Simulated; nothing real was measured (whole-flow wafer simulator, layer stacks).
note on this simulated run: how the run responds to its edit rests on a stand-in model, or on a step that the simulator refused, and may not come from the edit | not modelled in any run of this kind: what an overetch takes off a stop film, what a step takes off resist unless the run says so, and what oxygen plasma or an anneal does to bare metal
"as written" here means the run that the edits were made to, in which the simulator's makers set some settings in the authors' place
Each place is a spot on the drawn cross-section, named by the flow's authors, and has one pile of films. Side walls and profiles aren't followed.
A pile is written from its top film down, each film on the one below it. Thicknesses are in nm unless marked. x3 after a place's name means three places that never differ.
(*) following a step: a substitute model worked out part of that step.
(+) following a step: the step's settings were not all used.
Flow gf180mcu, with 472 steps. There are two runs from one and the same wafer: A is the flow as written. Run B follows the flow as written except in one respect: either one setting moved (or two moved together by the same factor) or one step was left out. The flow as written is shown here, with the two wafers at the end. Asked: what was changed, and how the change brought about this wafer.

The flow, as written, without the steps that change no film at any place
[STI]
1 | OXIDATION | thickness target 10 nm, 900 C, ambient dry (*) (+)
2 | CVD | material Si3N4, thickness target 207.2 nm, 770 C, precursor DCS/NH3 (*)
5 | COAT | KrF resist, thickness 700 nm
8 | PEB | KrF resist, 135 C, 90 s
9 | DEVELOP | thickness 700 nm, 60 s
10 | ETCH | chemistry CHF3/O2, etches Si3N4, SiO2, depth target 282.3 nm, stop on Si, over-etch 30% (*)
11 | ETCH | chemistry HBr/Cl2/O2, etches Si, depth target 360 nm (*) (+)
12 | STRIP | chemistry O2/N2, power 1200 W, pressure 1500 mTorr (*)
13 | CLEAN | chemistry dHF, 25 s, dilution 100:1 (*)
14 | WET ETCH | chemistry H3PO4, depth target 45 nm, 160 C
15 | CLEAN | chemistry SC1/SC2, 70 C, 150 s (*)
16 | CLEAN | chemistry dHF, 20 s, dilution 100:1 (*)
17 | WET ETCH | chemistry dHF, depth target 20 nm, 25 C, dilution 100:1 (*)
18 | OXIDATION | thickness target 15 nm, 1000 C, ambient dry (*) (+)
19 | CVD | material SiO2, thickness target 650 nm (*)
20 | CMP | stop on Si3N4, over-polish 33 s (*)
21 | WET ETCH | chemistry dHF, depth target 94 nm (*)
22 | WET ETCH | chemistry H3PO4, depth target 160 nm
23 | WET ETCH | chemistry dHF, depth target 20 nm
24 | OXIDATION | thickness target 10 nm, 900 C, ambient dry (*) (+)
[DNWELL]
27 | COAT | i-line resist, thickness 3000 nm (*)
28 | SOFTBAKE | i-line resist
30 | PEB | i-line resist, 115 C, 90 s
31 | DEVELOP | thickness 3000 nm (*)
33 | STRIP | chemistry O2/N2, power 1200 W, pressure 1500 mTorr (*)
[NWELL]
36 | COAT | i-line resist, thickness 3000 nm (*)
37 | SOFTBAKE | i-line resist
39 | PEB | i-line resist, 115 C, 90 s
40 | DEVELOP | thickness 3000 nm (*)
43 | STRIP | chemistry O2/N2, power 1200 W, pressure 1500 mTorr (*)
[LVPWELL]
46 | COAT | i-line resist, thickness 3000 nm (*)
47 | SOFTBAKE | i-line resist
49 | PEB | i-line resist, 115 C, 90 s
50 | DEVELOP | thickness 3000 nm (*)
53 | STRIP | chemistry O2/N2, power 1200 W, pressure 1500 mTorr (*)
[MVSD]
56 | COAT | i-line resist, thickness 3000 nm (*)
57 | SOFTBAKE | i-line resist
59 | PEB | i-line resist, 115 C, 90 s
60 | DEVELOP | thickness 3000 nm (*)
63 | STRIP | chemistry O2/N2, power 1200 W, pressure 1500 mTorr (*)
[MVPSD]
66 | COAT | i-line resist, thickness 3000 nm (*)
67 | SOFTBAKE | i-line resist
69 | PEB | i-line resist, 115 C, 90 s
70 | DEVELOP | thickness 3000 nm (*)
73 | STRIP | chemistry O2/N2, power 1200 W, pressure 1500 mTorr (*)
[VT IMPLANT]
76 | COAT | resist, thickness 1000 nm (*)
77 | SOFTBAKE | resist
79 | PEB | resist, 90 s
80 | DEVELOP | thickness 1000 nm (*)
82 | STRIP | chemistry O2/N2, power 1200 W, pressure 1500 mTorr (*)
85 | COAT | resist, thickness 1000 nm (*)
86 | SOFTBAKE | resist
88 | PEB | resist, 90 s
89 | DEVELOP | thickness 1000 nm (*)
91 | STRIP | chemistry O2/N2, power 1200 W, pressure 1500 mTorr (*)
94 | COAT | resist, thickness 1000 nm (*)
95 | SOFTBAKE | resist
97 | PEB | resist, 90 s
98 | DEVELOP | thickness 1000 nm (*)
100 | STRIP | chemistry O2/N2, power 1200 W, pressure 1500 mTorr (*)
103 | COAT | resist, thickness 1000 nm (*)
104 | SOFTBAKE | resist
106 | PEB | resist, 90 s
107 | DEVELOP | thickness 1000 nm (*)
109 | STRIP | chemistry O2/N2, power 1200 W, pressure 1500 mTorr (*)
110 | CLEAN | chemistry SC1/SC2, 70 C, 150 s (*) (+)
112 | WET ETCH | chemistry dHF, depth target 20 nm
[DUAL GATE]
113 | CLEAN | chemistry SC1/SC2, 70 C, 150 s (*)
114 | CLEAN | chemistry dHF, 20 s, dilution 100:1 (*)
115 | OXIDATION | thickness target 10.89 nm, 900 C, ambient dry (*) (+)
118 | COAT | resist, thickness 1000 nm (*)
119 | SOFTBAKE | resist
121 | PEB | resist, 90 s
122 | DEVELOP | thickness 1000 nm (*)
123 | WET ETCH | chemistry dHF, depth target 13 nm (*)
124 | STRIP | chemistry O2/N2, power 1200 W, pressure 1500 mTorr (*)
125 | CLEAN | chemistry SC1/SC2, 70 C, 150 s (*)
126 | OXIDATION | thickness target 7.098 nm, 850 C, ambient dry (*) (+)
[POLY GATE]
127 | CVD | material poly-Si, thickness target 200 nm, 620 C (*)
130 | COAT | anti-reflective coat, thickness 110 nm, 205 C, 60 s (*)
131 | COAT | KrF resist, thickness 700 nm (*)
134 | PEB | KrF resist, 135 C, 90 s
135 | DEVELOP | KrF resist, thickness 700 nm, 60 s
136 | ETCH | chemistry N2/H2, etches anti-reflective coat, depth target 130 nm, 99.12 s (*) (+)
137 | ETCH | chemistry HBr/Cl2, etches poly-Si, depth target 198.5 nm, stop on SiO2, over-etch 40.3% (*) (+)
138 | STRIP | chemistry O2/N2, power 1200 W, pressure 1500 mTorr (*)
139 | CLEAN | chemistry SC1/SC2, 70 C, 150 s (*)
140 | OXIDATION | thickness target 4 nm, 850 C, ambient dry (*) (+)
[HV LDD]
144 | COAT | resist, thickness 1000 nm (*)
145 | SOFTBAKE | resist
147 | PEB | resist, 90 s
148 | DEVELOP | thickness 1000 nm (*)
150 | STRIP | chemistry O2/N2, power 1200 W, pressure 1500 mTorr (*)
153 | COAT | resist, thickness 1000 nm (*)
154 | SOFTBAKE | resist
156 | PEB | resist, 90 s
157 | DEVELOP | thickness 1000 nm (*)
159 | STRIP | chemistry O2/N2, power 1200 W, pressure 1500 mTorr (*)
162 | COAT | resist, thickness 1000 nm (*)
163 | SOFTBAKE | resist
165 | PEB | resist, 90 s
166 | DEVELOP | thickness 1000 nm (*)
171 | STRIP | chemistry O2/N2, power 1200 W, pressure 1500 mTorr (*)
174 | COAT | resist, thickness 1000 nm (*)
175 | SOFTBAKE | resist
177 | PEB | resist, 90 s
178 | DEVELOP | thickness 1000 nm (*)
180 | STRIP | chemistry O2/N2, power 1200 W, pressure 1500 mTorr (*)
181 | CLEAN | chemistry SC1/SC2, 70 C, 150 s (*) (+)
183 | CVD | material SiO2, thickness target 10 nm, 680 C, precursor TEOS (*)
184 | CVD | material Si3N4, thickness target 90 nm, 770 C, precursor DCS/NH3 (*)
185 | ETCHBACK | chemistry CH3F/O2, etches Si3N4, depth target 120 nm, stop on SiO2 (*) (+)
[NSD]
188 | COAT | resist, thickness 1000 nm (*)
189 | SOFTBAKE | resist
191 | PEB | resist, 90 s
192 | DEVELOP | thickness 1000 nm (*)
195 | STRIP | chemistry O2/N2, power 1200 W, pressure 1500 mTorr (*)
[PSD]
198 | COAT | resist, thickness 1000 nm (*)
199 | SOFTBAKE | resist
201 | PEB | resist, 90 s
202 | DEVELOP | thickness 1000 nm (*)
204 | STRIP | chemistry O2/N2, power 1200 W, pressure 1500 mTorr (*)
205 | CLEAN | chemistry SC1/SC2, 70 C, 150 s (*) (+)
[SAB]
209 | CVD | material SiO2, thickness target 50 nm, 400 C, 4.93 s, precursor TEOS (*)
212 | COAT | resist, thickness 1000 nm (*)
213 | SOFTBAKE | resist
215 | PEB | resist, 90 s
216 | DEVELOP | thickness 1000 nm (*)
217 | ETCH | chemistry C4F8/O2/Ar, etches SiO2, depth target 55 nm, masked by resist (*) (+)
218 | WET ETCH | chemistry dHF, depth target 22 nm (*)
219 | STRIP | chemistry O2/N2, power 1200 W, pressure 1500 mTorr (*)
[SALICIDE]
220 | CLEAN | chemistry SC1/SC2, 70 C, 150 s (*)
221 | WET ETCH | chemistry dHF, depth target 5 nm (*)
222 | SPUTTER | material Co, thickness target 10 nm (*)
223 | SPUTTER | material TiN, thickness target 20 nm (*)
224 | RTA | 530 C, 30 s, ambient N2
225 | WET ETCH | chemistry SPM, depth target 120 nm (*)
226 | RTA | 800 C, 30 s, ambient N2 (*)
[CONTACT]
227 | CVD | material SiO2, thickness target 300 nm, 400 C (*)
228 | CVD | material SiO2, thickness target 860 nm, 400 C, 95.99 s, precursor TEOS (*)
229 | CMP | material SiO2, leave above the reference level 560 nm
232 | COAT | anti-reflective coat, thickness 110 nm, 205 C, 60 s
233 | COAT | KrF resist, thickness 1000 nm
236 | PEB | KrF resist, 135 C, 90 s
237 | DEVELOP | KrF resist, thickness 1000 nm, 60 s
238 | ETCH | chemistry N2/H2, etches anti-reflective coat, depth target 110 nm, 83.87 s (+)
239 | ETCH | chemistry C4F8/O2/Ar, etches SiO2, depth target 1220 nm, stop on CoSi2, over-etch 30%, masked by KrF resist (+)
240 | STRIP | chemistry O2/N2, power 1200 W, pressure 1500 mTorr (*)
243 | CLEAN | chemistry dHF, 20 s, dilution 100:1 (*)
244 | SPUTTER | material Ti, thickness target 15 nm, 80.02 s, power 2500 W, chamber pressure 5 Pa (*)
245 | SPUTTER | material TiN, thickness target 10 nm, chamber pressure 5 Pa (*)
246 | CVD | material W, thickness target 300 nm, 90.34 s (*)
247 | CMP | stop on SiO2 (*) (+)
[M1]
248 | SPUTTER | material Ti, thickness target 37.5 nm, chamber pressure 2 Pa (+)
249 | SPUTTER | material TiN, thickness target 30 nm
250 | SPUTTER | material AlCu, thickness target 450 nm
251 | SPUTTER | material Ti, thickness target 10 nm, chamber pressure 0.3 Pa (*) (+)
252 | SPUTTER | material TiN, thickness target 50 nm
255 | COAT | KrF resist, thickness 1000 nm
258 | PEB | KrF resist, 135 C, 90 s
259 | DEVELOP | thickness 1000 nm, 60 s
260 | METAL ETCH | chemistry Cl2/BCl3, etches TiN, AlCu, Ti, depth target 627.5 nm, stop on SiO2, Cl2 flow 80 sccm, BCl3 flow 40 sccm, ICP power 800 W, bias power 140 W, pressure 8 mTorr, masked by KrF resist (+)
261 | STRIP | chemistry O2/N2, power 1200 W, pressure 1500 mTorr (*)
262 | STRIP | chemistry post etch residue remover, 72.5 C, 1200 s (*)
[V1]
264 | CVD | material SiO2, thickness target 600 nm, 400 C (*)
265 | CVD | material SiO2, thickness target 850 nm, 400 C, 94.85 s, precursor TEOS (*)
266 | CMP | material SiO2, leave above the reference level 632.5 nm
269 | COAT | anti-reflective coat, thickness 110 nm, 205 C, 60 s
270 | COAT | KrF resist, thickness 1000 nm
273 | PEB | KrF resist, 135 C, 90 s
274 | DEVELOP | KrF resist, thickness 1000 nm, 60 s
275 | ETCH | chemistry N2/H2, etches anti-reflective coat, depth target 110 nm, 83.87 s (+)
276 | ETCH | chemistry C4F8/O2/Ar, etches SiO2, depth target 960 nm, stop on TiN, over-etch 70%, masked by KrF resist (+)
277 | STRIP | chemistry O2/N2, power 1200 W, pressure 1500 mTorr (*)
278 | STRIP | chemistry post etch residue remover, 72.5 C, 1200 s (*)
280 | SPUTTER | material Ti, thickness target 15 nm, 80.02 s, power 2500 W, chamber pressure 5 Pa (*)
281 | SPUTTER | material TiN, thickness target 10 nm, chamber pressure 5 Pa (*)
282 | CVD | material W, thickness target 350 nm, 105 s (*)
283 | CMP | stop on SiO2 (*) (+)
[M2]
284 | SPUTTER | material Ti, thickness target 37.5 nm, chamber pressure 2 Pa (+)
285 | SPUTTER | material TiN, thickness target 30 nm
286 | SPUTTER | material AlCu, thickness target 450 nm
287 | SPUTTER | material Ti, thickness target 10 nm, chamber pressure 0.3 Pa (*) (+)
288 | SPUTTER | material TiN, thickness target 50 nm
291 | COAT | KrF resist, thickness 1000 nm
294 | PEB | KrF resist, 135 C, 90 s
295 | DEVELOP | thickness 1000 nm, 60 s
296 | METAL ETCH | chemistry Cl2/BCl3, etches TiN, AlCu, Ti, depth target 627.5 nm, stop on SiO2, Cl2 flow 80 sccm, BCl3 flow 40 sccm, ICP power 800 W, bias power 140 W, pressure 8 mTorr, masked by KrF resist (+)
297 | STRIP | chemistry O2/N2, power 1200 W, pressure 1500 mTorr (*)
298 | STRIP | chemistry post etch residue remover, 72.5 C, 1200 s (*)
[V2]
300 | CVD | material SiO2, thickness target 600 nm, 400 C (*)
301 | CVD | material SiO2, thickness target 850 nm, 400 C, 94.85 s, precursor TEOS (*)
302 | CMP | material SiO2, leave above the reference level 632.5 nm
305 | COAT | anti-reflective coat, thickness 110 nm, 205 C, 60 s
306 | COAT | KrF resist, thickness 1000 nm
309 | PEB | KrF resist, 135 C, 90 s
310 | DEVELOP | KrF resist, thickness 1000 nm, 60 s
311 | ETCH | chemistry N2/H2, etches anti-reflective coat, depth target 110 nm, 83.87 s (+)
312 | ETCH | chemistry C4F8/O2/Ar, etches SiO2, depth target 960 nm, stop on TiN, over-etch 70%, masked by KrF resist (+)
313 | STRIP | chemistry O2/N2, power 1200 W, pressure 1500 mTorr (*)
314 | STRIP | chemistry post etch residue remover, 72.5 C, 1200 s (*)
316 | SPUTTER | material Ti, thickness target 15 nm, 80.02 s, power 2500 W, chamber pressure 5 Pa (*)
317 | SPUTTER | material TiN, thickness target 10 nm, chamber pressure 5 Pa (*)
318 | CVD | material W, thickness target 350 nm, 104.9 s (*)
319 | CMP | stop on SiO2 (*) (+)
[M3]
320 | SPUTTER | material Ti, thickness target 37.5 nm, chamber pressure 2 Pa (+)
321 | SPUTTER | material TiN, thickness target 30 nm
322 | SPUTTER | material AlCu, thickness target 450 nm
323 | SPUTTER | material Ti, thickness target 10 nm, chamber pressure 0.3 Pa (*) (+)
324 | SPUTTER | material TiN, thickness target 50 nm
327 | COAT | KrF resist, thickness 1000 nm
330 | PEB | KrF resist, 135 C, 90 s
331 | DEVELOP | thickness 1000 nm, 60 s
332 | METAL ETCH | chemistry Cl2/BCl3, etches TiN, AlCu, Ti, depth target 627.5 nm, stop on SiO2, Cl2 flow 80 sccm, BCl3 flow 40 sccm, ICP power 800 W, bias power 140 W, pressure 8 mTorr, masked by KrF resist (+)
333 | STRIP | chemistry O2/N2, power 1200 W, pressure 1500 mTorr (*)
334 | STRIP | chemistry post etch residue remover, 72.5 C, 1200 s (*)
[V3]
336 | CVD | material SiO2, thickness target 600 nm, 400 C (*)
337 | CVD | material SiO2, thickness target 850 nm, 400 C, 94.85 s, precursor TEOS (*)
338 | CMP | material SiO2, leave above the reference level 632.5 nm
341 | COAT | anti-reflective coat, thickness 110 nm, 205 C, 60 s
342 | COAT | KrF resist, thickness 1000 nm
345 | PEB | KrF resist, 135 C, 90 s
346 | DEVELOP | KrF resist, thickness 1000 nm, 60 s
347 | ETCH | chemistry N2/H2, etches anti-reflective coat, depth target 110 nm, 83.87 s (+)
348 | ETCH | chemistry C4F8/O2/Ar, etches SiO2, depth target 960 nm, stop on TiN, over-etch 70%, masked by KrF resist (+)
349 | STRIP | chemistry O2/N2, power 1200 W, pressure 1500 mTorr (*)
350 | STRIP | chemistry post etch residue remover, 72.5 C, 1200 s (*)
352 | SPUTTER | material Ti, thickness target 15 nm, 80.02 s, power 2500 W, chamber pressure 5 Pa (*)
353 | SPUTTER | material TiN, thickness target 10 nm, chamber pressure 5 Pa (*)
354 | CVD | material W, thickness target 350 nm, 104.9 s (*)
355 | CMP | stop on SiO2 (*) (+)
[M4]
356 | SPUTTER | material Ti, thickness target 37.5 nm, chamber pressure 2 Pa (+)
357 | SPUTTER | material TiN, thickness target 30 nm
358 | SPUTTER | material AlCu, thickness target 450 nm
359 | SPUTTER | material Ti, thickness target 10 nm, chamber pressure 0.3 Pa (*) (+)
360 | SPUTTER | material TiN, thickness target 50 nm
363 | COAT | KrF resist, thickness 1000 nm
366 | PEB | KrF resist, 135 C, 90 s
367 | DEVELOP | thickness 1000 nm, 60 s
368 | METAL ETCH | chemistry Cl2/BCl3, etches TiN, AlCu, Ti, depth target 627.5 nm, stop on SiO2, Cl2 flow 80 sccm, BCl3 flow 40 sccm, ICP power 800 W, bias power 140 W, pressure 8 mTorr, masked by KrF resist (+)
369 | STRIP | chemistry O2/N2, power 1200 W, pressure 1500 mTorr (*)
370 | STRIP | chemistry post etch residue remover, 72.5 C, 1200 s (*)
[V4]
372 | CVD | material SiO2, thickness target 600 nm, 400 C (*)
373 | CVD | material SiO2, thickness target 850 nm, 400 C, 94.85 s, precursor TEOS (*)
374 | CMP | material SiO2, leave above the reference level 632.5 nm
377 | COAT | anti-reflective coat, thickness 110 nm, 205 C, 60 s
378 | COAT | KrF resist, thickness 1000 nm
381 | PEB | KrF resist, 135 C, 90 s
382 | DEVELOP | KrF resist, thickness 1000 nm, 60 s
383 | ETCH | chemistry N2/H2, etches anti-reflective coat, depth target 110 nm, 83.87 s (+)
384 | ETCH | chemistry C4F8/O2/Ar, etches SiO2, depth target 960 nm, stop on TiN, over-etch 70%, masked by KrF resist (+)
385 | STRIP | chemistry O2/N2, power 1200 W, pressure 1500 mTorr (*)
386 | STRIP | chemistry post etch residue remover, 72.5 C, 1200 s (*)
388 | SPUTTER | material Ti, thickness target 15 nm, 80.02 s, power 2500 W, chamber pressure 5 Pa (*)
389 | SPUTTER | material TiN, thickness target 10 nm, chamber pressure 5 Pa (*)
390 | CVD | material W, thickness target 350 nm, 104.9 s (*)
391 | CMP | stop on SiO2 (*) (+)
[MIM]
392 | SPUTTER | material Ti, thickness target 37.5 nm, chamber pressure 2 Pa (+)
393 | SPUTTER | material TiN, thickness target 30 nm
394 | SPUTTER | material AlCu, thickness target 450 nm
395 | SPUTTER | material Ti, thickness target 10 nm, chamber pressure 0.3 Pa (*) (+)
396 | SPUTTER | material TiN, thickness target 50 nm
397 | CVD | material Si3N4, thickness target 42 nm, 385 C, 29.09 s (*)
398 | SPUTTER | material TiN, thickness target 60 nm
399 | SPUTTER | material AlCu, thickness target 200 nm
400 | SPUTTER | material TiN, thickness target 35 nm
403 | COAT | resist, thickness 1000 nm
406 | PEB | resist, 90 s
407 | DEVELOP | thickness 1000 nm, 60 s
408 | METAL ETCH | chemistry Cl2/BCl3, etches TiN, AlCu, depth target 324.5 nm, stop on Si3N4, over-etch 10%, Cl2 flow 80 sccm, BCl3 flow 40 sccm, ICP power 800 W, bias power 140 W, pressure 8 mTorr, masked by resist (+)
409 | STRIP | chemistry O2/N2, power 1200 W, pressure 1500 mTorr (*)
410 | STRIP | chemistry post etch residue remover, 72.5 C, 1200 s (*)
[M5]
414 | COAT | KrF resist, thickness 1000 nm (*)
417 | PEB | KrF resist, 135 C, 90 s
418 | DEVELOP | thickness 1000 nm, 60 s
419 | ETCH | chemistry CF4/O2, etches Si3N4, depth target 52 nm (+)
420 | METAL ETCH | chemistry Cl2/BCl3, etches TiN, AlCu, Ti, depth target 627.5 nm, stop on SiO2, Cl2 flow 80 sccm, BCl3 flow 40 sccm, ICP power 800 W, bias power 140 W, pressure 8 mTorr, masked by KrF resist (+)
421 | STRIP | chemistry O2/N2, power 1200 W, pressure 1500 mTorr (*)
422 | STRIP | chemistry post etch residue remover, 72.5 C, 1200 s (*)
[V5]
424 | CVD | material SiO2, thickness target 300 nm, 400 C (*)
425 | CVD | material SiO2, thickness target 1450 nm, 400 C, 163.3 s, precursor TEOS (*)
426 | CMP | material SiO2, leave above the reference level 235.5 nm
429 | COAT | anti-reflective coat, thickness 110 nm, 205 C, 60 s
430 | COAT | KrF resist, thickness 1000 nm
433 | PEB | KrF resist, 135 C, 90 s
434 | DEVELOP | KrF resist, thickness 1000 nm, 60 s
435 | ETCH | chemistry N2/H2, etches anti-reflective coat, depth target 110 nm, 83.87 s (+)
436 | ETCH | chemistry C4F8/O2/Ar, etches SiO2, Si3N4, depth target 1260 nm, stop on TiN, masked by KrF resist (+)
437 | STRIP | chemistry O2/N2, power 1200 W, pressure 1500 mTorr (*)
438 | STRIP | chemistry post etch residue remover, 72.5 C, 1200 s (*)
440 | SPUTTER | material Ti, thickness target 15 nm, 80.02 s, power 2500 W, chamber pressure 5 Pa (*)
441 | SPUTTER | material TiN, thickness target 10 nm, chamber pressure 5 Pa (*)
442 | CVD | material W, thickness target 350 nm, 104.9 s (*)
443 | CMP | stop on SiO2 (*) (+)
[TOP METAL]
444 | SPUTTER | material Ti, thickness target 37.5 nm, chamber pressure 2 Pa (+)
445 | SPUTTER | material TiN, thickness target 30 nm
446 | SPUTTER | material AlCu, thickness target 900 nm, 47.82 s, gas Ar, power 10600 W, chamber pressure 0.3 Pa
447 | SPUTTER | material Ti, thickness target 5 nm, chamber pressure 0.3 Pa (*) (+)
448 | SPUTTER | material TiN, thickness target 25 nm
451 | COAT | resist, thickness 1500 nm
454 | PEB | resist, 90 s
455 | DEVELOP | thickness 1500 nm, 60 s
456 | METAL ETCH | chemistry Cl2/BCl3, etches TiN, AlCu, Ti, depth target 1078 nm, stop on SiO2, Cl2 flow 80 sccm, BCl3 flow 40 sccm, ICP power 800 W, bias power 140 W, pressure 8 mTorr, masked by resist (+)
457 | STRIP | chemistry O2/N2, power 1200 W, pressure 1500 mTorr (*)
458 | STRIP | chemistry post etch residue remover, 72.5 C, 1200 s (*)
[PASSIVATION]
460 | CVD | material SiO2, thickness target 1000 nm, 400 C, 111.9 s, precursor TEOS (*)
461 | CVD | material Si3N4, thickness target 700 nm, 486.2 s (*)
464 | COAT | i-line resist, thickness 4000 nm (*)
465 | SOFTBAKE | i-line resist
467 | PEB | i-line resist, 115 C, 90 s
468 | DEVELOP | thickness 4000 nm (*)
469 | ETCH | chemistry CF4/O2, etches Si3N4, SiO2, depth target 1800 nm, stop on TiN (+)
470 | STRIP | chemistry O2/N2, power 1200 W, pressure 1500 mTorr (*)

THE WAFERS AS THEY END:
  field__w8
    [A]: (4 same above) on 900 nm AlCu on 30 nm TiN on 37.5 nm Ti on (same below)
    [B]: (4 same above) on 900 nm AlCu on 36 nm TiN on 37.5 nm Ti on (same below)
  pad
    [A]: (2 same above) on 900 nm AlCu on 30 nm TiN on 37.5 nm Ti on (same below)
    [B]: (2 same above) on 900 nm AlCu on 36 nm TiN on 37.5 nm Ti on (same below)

Cause: step 445, SPUTTER: thickness target 36 nm was run, though the flow has thickness target 30 nm.
The wafer lets one read it off: field__w8 has TiN 36, and step 445 as written asks for 30 nm.

How this came from the change, step by step:
  445 | SPUTTER | material TiN, thickness target 30 nm
      field, field__w1, field__w2 and 109 more: A +30 TiN (new film) | B +36 TiN (new film)
  456 | METAL ETCH | chemistry Cl2/BCl3, etches TiN, AlCu, Ti, depth target 1078 nm, stop on SiO2, Cl2 flow 80 sccm, BCl3 flow 40 sccm, ICP power 800 W, bias power 140 W, pressure 8 mTorr, masked by resist (+)
      field, field__w1, field__w2 and 103 more: A -25 TiN (all of it), -5 Ti (all of it), -900 AlCu (all of it), -30 TiN (all of it), -37.5 Ti (all of it) | B -25 TiN (all of it), -5 Ti (all of it), -900 AlCu (all of it), -36 TiN (all of it), -37.5 Ti (all of it)
  465 | SOFTBAKE | i-line resist
      field__w5, field__w9: A +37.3 i-line resist | B +30.5 i-line resist
      field: A -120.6 i-line resist | B -109.6 i-line resist
      (also at 57 further places)
